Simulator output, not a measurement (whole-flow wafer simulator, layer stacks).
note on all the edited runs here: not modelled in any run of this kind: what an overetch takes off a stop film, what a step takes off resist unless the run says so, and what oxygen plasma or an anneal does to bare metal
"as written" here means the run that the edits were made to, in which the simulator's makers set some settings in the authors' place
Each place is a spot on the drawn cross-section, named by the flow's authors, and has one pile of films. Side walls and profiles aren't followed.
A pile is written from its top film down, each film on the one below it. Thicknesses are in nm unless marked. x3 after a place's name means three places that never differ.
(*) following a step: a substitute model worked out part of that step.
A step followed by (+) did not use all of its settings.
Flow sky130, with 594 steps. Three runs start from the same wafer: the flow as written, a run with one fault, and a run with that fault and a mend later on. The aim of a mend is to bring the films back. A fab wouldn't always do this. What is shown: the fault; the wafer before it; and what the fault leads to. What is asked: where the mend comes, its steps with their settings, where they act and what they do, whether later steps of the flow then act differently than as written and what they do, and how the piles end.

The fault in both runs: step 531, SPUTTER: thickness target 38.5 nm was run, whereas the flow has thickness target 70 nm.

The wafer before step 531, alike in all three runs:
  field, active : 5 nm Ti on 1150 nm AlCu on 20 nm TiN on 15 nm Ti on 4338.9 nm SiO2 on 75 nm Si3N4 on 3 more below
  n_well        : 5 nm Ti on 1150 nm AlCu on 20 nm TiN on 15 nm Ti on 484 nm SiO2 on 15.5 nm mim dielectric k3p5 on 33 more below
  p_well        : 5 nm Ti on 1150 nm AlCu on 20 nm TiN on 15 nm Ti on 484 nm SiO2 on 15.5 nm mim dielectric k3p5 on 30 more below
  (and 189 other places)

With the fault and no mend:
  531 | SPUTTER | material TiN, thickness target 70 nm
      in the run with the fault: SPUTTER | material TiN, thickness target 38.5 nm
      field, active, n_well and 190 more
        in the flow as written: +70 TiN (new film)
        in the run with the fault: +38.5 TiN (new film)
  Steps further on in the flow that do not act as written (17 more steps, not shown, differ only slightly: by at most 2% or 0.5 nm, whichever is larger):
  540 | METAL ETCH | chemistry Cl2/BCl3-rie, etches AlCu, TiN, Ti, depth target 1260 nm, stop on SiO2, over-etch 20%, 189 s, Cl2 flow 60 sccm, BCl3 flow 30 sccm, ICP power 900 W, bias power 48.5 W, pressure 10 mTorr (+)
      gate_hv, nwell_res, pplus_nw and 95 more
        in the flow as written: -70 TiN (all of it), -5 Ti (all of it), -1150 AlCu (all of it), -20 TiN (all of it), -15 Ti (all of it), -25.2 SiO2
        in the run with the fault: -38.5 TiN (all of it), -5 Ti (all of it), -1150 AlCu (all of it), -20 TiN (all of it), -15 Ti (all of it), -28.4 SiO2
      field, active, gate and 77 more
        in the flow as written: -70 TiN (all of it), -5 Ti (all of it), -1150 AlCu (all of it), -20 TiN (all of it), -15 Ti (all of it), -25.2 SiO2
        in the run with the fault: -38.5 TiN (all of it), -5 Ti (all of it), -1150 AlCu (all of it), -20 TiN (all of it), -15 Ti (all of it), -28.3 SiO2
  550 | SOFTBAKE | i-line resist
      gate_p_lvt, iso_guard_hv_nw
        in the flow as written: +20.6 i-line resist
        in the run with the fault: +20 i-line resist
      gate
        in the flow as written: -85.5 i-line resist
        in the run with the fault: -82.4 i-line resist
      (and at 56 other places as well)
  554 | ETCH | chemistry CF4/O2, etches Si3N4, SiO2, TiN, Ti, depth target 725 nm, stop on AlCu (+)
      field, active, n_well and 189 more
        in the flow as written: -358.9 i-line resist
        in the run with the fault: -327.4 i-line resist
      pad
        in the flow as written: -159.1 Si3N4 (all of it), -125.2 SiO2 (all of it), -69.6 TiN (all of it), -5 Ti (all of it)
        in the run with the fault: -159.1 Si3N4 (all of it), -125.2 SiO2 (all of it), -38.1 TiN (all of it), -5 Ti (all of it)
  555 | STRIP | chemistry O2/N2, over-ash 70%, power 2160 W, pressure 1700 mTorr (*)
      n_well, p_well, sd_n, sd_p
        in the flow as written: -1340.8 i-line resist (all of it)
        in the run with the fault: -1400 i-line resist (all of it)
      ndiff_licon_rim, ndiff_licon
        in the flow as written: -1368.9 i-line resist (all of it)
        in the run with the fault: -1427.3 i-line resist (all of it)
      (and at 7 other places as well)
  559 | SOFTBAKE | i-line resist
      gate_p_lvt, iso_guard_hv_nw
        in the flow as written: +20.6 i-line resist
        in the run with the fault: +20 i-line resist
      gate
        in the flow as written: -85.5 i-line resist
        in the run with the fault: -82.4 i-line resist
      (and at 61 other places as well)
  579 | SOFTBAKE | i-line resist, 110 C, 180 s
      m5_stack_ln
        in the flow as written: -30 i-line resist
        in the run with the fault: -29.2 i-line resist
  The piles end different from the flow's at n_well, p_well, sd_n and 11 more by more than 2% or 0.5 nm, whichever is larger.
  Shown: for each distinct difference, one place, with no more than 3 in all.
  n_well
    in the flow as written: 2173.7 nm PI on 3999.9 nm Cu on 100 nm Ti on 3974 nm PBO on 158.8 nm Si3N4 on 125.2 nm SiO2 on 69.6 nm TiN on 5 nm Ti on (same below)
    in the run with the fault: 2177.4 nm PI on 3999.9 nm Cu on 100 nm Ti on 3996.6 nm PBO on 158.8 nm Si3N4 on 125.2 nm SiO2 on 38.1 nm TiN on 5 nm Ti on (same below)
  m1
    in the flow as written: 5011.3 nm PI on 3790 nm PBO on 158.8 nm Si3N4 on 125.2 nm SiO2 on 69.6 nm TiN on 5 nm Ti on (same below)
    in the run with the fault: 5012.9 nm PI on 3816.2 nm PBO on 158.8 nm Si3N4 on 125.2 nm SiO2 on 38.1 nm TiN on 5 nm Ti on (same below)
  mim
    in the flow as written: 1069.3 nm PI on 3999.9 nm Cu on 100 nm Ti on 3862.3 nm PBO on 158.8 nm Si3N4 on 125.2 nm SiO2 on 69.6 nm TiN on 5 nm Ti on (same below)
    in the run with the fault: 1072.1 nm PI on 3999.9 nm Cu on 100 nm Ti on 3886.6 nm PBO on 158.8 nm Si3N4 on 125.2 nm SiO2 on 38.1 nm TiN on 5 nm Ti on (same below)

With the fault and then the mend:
  The mend stands after step 531.
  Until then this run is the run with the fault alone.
  531a | SPUTTER | material TiN, thickness target 31.5 nm (the flow's step 531, run once more with other settings)
      field, active, n_well and 190 more
        +31.5 TiN
  None of the later steps of the flow acts differently than as written at any place that is followed.
  By the end, the piles equal the flow's at every place that both follow.
